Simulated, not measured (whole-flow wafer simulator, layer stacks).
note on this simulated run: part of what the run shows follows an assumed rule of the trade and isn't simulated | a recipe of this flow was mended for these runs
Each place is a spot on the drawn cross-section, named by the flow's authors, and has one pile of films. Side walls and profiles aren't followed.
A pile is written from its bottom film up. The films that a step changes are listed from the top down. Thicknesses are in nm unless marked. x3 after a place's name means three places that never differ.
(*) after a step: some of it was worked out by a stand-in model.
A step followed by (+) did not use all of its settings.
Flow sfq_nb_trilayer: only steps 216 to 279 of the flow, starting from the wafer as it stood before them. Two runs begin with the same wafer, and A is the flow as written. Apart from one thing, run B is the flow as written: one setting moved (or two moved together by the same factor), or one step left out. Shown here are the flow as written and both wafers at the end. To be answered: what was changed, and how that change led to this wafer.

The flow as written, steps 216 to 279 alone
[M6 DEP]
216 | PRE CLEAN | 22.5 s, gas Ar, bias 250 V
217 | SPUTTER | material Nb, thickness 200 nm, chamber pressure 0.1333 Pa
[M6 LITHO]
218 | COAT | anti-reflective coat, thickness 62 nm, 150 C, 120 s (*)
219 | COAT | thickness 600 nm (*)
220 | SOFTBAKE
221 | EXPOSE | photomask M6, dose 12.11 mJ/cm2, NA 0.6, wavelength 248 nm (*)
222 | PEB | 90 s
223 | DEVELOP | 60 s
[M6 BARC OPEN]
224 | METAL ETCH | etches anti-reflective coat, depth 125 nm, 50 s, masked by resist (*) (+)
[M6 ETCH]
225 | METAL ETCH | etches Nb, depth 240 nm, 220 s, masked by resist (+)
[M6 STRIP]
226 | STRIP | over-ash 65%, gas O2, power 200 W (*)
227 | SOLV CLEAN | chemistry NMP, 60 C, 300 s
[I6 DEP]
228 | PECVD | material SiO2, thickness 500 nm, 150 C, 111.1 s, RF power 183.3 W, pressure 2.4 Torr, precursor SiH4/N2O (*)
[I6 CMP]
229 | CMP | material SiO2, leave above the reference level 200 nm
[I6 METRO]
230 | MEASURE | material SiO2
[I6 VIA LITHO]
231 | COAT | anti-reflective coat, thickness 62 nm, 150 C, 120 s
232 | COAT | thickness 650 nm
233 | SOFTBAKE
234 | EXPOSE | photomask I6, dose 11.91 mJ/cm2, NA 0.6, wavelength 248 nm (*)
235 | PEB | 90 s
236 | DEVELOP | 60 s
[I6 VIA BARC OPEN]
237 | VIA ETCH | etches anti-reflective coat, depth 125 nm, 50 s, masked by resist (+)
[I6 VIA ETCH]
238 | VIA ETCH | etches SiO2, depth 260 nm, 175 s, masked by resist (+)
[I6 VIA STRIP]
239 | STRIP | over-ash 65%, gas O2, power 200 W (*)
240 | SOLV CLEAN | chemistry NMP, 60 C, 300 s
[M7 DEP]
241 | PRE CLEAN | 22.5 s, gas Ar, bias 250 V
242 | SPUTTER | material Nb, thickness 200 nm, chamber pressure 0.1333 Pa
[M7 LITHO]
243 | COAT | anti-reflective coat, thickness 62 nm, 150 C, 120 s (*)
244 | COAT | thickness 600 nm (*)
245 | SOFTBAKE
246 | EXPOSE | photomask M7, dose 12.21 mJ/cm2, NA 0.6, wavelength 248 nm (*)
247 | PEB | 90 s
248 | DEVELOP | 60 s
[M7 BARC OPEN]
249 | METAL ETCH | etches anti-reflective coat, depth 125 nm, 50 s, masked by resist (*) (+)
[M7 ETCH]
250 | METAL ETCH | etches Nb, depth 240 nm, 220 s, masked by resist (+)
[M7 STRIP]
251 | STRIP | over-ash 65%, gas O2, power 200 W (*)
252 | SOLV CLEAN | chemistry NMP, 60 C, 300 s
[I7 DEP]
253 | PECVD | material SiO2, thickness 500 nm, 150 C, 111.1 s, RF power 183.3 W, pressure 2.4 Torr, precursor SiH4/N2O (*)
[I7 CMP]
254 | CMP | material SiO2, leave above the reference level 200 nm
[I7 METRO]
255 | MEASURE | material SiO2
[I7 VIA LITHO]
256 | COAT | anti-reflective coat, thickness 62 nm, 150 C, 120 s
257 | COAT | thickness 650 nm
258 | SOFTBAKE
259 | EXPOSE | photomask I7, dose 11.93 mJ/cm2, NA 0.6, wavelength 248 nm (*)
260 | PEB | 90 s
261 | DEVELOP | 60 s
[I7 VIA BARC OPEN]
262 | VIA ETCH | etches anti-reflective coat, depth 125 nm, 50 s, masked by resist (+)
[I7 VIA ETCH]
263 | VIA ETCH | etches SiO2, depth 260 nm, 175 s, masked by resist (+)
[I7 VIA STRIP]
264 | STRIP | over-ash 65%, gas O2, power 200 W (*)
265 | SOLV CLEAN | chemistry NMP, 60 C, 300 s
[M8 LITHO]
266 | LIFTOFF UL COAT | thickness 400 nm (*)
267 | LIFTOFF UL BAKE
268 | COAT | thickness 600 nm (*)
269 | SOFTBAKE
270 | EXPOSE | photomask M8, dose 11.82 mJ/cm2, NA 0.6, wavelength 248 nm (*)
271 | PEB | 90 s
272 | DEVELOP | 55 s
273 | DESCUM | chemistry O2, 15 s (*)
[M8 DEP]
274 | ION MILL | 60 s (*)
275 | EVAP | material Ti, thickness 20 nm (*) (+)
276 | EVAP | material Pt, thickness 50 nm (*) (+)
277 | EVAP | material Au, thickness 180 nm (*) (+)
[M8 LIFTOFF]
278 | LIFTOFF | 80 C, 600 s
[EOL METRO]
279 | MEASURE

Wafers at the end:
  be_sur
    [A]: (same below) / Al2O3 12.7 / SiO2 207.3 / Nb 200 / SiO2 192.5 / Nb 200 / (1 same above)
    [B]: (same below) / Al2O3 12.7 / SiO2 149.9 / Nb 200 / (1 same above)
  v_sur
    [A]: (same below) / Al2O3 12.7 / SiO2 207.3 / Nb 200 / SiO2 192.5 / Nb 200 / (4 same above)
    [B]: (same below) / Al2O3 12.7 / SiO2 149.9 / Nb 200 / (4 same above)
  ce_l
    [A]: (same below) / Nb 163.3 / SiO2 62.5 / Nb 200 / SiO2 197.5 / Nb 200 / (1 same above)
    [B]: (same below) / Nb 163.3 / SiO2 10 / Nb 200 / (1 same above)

What caused this: step 217, SPUTTER: material Nb, thickness 200 nm, chamber pressure 0.1333 Pa, was not run.

Step by step, how the change led to this:
  218 | COAT | anti-reflective coat, thickness 62 nm, 150 C, 120 s (*)
      r5r_line_l, r5r_line_c, r5r_line_r: A anti-reflective coat gains 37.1 (new film) | B anti-reflective coat gains 35.5 (new film)
      wire: A anti-reflective coat gains 33.4 (new film) | B anti-reflective coat gains 30.7 (new film)
      (as well as at 7 more places)
  219 | COAT | thickness 600 nm (*)
      be: A KrF-resist-other-grade gains 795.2 (new film) | B KrF-resist-other-grade gains 761 (new film)
  224 | METAL ETCH | etches anti-reflective coat, depth 125 nm, 50 s, masked by resist (*) (+)
      r5r_line_l, r5r_line_c, r5r_line_r: A anti-reflective coat loses 37.1 (all of it) | B anti-reflective coat loses 35.5 (all of it), SiO2 loses 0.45
      gap: A anti-reflective coat loses 61.1 (all of it) | B anti-reflective coat loses 58.7 (all of it), SiO2 loses 0.33
  225 | METAL ETCH | etches Nb, depth 240 nm, 220 s, masked by resist (+)
      field_l, gap, moat and 76 more: A Nb loses 200 (all of it), SiO2 loses 4 | B SiO2 loses 24
  226 | STRIP | over-ash 65%, gas O2, power 200 W (*)
      wire: A KrF-resist-other-grade loses 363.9 (all of it), anti-reflective coat loses 33.4 (all of it) | B KrF-resist-other-grade loses 368.9 (all of it), anti-reflective coat loses 30.7 (all of it)
      be: A KrF-resist-other-grade loses 559.4 (all of it), anti-reflective coat loses 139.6 (all of it) | B KrF-resist-other-grade loses 525.2 (all of it), anti-reflective coat loses 124.4 (all of it)
      (as well as at 5 more places)
  228 | PECVD | material SiO2, thickness 500 nm, 150 C, 111.1 s, RF power 183.3 W, pressure 2.4 Torr, precursor SiH4/N2O (*)
      v_sur, via_wl, via_w and 21 more: A SiO2 gains 500 (new film) | B SiO2 gains 500
      gap, wl_a_sl, m6r_space_l x2: A SiO2 gains 561.1 | B SiO2 gains 500
      (as well as at 4 more places)
  229 | CMP | material SiO2, leave above the reference level 200 nm
      be_r, r_sur, r_end: A SiO2 loses 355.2 | B SiO2 loses 562.5 (all of it), Ti loses 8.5 (all of it), MoNx loses 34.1
      r5r_line_l, r5r_line_c, r5r_line_r: A SiO2 loses 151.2 | B SiO2 loses 538.1 (all of it), Ti loses 8.5 (all of it), MoNx loses 34.1
      (as well as at 100 more places)
  238 | VIA ETCH | etches SiO2, depth 260 nm, 175 s, masked by resist (+)
      via_v: A SiO2 loses 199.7 (all of it), Nb loses 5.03 | B SiO2 loses 157 (all of it), Al2O3 loses 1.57
  241 | PRE CLEAN | 22.5 s, gas Ar, bias 250 V
      be_r, r_sur, res, r_end, r5r_line_l, r5r_line_c, r5r_line_r: A SiO2 loses 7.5 | B MoNx loses 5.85 (all of it)
      via_v: A Nb loses 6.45 | B Al2O3 loses 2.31
  242 | SPUTTER | material Nb, thickness 200 nm, chamber pressure 0.1333 Pa
      via_v: A Nb gains 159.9 | B Nb gains 172 (new film)
  243 | COAT | anti-reflective coat, thickness 62 nm, 150 C, 120 s (*)
      via_v: A anti-reflective coat gains 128 (new film) | B anti-reflective coat gains 115.3 (new film)
  244 | COAT | thickness 600 nm (*)
      via_v: A KrF-resist-other-grade gains 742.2 (new film) | B KrF-resist-other-grade gains 700.4 (new film)
  250 | METAL ETCH | etches Nb, depth 240 nm, 220 s, masked by resist (+)
      r5r_line_l, r5r_line_c, r5r_line_r: A Nb loses 200 (all of it), SiO2 loses 4 | B Nb loses 200 (all of it), Ti loses 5 (all of it), SiO2 loses 3.5
  251 | STRIP | over-ash 65%, gas O2, power 200 W (*)
      via_v: A KrF-resist-other-grade loses 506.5 (all of it), anti-reflective coat loses 128 (all of it) | B KrF-resist-other-grade loses 464.7 (all of it), anti-reflective coat loses 115.3 (all of it)
  253 | PECVD | material SiO2, thickness 500 nm, 150 C, 111.1 s, RF power 183.3 W, pressure 2.4 Torr, precursor SiH4/N2O (*)
      via_v: A SiO2 gains 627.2 (new film) | B SiO2 gains 538.8 (new film)
  254 | CMP | material SiO2, leave above the reference level 200 nm
      r5r_line_l, r5r_line_c, r5r_line_r: A SiO2 loses 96 | B SiO2 loses 93.1
      via_v: A SiO2 loses 183.1 | B SiO2 loses 157.1
With metal films that touch counted as one body, be_sur has 3 bodies (between them, from the top down: SiO2 149.9 / Al2O3 12.7 / Nb2O5 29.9; SiO2 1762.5); the flow as written gives 4 bodies (between them, from the top down: SiO2 192.5; SiO2 207.3 / Al2O3 12.7 / Nb2O5 29.9; SiO2 1762.5).
With metal films that touch counted as one body, v_sur has 8 bodies (between them, from the top down: SiO2 192.7; SiO2 149.9 / Al2O3 12.7 / Nb2O5 29.9; SiO2 192.5; SiO2 192.5; SiO2 192.5; SiO2 192.5; SiO2 192.5); the flow as written gives 9 bodies (between them, from the top down: SiO2 192.7; SiO2 192.5; SiO2 207.3 / Al2O3 12.7 / Nb2O5 29.9; SiO2 192.5; SiO2 192.5; SiO2 192.5; SiO2 192.5; SiO2 192.5).
With metal films that touch counted as one body, ce_l has 4 bodies (between them, from the top down: SiO2 10; Al2O3 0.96; SiO2 1762.5); the flow as written gives 5 bodies (between them, from the top down: SiO2 197.5; SiO2 62.5; Al2O3 0.96; SiO2 1762.5).
